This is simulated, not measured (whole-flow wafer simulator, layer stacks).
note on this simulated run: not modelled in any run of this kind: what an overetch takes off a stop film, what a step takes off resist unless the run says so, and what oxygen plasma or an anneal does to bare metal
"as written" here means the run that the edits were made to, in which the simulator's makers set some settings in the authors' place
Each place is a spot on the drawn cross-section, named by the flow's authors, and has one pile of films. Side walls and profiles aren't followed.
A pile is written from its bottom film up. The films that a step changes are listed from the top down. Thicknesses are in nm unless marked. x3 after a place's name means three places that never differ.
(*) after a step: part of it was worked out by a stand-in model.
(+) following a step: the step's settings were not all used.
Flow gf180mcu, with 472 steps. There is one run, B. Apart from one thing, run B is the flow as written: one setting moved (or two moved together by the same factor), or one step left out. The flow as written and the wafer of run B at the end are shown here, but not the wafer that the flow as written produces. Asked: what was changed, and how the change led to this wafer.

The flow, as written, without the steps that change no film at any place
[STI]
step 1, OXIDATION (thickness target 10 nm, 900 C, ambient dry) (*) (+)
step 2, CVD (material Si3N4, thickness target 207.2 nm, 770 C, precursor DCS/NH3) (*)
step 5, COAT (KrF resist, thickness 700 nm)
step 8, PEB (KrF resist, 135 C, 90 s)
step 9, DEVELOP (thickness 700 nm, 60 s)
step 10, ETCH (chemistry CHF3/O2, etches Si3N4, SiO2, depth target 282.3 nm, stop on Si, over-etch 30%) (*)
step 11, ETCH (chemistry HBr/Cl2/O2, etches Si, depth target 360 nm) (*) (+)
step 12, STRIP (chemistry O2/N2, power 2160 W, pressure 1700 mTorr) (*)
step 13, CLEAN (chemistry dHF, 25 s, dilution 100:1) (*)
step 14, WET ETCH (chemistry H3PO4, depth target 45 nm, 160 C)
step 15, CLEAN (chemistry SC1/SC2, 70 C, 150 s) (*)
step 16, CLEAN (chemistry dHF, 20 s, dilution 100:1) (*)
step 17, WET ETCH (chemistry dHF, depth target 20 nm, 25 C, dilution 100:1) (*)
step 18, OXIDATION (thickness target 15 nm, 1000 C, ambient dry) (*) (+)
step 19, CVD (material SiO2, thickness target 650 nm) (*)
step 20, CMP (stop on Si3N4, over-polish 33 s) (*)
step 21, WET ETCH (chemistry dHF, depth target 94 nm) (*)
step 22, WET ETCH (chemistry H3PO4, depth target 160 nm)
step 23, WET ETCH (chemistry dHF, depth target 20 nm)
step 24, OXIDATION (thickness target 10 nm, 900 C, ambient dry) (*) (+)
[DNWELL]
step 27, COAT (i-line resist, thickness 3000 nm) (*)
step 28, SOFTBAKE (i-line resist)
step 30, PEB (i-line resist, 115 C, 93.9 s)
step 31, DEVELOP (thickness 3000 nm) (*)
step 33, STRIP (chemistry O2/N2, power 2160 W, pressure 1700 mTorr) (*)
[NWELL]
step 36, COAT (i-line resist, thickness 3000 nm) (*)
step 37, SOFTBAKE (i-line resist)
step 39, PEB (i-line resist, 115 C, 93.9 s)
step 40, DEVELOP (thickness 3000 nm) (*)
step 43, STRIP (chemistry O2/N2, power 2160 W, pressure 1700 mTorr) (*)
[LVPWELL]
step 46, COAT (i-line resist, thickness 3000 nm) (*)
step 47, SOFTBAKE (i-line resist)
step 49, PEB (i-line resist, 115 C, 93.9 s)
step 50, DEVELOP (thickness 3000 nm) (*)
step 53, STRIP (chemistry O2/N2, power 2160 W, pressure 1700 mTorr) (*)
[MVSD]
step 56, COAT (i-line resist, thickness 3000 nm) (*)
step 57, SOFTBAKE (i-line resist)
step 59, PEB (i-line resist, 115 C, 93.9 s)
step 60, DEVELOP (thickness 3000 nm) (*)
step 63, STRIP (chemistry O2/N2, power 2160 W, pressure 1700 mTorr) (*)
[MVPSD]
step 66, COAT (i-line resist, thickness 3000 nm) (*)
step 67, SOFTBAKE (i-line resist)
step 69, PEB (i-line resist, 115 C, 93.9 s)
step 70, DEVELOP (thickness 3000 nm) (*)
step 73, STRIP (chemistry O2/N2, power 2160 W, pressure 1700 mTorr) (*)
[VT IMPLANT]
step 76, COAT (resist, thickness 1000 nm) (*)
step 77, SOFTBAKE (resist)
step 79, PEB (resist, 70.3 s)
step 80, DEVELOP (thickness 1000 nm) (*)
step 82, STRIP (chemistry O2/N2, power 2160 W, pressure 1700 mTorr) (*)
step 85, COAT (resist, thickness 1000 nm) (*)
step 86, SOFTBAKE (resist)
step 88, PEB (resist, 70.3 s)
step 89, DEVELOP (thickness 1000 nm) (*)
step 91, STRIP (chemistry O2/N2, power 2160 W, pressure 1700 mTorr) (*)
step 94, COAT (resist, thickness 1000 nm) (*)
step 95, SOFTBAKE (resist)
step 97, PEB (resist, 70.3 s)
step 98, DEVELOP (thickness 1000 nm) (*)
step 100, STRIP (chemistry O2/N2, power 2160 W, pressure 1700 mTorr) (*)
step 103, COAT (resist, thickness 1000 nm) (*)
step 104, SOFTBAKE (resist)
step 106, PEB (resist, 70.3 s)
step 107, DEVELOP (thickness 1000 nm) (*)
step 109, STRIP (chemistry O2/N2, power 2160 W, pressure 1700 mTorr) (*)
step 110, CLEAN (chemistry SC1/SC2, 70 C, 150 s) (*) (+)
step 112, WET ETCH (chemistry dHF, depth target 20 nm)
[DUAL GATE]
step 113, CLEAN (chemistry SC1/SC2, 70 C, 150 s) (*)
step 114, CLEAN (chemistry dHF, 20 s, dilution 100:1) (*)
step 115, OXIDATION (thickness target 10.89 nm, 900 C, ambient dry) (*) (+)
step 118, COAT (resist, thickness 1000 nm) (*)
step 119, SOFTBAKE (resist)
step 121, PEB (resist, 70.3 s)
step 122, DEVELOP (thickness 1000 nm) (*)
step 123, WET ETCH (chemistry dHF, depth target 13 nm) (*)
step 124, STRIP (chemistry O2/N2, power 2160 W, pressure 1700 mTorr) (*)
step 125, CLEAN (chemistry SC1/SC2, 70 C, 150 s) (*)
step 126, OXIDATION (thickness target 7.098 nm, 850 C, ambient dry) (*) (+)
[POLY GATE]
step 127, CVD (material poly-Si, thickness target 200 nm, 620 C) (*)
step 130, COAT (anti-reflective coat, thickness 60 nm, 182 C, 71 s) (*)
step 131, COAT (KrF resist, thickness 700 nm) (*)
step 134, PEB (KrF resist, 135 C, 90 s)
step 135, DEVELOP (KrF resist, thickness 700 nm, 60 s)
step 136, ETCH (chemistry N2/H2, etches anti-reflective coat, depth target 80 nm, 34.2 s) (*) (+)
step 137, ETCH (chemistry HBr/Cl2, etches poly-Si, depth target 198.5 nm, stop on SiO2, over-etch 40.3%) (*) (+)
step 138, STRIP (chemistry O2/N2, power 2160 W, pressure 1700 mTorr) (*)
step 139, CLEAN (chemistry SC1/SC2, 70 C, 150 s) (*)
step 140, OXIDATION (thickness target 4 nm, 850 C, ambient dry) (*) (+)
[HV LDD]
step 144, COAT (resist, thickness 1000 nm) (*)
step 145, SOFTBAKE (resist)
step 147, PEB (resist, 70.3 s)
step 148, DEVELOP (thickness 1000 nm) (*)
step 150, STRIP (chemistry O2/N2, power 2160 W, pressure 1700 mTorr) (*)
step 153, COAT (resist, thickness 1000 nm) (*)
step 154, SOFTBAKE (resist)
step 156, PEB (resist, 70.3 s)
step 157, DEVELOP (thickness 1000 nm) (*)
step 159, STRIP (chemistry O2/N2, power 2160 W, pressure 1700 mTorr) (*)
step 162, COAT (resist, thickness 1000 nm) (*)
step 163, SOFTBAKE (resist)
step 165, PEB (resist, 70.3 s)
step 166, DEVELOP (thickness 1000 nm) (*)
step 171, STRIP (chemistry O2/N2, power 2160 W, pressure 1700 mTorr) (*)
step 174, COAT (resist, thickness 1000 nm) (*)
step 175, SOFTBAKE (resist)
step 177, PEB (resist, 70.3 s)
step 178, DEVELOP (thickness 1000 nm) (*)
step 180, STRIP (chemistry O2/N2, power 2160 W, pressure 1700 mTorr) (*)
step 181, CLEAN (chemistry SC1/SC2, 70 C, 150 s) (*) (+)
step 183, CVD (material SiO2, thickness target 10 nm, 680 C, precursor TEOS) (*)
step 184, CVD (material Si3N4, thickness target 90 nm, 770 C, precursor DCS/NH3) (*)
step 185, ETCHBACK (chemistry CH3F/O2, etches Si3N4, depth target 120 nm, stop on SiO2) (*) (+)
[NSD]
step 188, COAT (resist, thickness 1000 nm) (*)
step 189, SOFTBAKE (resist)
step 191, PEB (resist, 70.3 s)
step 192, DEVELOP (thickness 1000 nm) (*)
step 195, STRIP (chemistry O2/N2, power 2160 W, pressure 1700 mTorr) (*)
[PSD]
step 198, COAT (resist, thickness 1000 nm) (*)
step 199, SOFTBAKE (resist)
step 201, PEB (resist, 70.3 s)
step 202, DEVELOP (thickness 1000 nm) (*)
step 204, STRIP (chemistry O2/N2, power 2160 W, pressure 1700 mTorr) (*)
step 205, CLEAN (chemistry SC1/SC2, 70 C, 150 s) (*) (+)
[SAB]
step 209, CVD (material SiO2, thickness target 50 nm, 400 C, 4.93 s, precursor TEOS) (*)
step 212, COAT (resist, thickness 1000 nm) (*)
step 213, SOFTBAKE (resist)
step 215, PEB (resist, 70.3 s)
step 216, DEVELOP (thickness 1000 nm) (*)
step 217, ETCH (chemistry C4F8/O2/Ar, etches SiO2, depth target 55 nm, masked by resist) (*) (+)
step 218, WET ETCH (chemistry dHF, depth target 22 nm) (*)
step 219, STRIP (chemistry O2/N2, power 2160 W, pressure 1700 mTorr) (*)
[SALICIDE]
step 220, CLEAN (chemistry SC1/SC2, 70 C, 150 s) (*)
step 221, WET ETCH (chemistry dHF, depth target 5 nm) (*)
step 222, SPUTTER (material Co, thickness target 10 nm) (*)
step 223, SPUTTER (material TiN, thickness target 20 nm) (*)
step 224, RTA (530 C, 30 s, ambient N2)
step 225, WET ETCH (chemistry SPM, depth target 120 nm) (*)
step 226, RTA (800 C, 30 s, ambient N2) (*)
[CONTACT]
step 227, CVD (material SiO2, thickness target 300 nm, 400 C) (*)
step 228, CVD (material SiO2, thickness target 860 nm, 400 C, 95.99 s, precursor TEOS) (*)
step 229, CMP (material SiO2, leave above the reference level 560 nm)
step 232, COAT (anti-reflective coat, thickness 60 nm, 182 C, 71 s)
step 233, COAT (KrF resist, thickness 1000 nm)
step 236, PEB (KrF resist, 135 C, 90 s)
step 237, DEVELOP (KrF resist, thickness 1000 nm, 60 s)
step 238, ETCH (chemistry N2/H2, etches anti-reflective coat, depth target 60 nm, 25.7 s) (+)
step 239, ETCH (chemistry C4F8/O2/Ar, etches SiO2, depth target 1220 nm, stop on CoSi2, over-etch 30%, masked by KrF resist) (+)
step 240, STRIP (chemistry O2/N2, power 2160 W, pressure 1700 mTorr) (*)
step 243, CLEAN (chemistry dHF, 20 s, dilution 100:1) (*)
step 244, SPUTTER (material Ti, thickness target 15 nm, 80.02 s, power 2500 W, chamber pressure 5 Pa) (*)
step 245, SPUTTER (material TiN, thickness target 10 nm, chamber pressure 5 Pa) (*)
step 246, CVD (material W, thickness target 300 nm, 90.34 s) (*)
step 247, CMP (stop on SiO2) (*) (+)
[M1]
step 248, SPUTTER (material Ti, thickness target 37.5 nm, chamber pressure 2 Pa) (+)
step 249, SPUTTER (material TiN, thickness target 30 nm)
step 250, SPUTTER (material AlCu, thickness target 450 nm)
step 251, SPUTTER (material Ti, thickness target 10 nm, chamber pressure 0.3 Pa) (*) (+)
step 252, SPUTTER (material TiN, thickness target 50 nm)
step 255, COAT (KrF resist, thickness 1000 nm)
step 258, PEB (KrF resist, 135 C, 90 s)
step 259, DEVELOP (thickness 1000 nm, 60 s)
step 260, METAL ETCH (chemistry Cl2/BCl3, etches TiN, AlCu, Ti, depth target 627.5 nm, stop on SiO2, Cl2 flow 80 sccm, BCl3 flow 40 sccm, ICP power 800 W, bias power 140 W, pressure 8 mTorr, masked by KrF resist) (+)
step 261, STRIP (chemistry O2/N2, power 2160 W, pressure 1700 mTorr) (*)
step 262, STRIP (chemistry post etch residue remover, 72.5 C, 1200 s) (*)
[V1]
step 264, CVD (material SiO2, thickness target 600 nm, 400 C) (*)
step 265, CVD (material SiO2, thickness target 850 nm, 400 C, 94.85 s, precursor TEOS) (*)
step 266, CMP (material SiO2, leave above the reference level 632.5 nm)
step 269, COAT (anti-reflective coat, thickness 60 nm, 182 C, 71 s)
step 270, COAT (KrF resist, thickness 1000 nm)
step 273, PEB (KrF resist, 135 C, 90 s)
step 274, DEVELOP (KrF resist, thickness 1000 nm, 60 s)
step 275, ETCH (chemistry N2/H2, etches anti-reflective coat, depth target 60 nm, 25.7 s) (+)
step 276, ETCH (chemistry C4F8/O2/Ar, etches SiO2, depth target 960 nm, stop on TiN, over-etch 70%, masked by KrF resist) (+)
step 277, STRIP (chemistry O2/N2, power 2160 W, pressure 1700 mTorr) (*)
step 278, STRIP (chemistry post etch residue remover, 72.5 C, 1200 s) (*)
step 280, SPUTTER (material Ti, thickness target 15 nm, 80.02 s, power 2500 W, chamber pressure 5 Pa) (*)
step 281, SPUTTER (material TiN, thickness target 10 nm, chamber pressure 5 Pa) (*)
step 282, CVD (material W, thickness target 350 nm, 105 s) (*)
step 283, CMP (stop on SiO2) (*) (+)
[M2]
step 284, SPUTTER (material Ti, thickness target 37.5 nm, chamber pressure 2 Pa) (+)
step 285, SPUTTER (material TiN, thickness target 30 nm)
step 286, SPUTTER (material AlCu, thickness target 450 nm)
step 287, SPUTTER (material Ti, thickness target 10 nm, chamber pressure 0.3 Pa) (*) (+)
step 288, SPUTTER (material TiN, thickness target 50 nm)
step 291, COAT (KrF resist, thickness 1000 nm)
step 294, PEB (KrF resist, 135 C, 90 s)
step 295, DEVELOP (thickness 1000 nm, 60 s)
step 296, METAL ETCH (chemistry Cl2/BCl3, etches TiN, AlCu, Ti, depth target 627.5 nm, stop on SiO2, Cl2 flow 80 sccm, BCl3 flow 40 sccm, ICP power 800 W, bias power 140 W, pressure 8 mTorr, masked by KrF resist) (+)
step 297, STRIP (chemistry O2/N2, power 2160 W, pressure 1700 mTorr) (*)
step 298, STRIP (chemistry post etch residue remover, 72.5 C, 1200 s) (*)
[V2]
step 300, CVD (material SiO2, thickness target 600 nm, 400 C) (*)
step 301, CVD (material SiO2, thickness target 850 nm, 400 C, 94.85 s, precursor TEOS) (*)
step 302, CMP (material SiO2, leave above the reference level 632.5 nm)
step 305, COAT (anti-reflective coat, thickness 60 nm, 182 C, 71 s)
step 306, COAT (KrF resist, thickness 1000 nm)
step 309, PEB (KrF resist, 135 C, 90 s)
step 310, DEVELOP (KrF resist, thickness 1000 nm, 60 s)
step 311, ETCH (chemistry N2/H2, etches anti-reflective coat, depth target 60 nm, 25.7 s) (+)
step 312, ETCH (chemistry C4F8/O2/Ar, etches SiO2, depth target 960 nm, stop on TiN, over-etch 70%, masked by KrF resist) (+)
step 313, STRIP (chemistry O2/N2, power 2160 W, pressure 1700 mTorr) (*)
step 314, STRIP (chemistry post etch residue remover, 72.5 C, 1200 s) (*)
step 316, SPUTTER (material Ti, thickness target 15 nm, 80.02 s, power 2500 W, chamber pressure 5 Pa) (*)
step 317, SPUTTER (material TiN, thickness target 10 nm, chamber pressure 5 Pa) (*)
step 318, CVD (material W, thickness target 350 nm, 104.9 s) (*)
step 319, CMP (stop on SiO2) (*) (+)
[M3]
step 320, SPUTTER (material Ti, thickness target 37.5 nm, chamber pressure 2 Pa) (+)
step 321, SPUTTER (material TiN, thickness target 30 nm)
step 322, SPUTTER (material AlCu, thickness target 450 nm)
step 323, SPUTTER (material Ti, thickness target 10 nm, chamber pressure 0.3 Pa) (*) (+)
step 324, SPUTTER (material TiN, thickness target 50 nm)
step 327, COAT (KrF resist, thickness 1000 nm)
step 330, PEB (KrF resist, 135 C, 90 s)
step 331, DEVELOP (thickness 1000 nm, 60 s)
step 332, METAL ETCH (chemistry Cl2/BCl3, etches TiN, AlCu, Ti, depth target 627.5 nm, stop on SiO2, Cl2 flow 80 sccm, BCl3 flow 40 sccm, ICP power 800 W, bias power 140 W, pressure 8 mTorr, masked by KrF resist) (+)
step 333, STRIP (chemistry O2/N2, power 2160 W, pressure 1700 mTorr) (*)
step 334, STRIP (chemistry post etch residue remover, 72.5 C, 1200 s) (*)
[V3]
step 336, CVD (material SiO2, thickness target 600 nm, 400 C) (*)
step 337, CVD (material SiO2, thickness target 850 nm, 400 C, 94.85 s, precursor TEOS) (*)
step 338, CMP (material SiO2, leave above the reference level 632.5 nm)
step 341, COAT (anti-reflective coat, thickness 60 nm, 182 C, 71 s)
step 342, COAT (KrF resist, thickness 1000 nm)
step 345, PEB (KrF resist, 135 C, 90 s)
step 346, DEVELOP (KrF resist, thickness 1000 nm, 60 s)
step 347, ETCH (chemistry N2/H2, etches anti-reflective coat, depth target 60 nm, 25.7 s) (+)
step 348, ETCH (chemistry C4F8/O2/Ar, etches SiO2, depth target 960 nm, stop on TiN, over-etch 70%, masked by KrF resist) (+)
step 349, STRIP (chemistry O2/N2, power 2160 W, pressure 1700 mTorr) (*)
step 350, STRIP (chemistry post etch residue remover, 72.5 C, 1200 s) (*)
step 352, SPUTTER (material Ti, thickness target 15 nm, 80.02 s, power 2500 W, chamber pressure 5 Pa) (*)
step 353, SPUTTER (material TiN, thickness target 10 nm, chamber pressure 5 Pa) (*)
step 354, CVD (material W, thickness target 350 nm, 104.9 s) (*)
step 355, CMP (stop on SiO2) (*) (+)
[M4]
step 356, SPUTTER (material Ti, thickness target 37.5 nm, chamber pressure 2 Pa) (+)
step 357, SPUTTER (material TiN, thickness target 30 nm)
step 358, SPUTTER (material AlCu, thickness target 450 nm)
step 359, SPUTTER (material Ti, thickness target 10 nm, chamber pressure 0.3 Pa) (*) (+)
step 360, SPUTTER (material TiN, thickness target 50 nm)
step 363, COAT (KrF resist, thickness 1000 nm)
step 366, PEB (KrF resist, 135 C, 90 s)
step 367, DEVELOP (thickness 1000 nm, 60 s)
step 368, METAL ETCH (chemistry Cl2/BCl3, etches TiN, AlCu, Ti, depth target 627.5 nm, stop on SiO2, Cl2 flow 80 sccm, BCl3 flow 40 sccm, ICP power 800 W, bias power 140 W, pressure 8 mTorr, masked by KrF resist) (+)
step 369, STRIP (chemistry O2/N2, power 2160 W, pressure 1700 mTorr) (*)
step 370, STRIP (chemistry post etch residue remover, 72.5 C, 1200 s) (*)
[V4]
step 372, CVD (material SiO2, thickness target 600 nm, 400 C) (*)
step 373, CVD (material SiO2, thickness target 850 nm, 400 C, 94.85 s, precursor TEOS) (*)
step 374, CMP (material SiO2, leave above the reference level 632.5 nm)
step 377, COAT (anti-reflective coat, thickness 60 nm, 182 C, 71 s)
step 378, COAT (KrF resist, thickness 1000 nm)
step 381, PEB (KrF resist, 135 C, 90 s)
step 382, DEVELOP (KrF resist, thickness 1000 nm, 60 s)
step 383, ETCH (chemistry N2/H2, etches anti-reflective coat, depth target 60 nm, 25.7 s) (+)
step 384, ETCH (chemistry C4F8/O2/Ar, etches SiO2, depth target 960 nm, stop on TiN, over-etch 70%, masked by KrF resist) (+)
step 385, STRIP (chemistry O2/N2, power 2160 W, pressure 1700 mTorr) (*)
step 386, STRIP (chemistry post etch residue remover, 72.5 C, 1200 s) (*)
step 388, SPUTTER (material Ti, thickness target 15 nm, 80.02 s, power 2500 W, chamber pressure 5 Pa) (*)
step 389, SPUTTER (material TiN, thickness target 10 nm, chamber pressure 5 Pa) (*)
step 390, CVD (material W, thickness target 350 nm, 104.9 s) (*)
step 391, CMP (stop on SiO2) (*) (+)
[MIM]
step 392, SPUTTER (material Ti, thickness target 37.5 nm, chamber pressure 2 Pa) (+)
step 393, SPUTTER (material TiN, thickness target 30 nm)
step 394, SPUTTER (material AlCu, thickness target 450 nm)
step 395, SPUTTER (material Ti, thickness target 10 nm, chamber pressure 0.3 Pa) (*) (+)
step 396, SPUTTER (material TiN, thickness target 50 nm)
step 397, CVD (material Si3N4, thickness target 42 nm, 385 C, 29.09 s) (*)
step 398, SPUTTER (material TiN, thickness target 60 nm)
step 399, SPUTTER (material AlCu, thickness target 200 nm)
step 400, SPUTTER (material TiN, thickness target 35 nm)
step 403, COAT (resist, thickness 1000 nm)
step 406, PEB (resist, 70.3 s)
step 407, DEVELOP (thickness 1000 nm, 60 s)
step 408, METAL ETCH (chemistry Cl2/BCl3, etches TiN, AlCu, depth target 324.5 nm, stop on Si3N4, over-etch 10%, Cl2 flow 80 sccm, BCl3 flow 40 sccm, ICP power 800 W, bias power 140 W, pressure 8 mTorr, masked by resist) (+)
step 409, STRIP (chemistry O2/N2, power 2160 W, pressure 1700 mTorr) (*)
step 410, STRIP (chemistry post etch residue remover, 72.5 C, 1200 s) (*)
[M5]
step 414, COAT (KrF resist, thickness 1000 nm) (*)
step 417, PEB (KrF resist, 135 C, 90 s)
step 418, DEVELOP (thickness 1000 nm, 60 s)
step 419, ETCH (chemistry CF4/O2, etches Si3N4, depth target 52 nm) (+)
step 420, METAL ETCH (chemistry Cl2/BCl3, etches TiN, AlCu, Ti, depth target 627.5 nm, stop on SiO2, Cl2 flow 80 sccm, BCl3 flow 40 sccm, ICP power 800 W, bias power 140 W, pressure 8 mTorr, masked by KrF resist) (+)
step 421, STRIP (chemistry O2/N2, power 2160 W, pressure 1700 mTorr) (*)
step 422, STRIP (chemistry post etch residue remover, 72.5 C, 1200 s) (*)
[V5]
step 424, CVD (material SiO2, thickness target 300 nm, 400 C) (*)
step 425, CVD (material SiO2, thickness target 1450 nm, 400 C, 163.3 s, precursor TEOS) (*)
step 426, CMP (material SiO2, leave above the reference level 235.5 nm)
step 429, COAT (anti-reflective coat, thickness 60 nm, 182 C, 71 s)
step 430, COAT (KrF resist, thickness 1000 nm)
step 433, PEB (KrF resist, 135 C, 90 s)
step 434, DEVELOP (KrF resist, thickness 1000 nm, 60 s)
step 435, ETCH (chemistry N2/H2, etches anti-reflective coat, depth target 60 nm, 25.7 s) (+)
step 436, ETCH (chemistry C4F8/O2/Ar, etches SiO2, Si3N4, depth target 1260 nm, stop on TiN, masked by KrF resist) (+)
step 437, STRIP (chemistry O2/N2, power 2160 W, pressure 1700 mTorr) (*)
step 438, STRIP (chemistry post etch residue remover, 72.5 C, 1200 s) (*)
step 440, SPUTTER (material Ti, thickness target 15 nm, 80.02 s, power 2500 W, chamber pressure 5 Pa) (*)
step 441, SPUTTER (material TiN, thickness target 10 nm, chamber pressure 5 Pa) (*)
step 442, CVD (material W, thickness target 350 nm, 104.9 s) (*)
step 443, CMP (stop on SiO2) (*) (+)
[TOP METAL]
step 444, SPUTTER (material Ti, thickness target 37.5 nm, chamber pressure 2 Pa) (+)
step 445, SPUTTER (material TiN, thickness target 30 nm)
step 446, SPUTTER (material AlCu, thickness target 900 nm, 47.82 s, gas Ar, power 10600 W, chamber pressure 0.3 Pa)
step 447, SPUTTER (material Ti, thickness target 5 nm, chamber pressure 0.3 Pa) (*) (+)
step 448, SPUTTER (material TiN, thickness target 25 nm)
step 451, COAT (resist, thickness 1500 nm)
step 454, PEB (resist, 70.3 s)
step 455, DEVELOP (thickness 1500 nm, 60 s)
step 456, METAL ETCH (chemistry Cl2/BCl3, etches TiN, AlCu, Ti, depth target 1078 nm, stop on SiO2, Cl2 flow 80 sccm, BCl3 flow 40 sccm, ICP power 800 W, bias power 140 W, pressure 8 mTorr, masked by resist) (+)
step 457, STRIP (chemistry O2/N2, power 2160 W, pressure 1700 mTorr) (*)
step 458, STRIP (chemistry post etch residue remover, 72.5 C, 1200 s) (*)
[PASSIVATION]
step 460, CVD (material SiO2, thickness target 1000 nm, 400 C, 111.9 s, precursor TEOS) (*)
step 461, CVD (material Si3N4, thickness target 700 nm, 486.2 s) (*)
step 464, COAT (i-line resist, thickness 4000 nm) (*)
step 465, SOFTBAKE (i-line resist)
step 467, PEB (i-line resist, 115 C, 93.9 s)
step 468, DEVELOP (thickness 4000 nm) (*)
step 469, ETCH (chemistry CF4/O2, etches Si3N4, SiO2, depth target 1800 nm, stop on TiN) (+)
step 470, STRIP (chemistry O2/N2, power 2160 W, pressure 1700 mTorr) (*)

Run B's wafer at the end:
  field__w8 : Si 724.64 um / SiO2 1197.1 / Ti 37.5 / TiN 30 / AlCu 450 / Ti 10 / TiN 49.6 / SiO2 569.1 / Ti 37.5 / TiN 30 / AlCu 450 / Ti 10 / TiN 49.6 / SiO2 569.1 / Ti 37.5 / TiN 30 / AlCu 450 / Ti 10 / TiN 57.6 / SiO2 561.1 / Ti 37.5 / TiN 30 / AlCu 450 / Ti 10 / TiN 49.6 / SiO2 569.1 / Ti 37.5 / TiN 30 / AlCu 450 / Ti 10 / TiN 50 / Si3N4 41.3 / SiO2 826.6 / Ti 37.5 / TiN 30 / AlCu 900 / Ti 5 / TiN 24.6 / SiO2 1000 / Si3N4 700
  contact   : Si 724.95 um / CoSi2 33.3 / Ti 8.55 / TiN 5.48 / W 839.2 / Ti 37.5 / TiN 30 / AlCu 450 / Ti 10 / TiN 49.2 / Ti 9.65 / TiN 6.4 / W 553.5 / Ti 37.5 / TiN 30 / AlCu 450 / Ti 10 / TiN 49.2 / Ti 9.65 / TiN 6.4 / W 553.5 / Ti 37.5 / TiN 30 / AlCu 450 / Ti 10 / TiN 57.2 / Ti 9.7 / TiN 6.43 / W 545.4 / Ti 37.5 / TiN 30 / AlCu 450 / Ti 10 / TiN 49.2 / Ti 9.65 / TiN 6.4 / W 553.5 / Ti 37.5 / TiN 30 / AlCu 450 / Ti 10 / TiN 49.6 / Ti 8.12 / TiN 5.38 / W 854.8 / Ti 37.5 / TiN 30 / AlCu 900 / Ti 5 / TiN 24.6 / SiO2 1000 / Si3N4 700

What caused this: step 324, SPUTTER: thickness target 58 nm was run, whereas the flow has thickness target 50 nm.

How this came from the change, step by step:
  step 324, SPUTTER (material TiN, thickness target 50 nm)
      field, field__w1, field__w2 and 108 more: TiN gains 58 (new film) (it would be, as written: TiN gains 50 (new film))
  step 332, METAL ETCH (chemistry Cl2/BCl3, etches TiN, AlCu, Ti, depth target 627.5 nm, stop on SiO2, Cl2 flow 80 sccm, BCl3 flow 40 sccm, ICP power 800 W, bias power 140 W, pressure 8 mTorr, masked by KrF resist) (+)
      field, field__w1, field__w2 and 103 more: TiN loses 58 (all of it), Ti loses 10 (all of it), AlCu loses 450 (all of it), TiN loses 30 (all of it), Ti loses 37.5 (all of it) (it would be, as written: TiN loses 50 (all of it), Ti loses 10 (all of it), AlCu loses 450 (all of it), TiN loses 30 (all of it), Ti loses 37.5 (all of it))
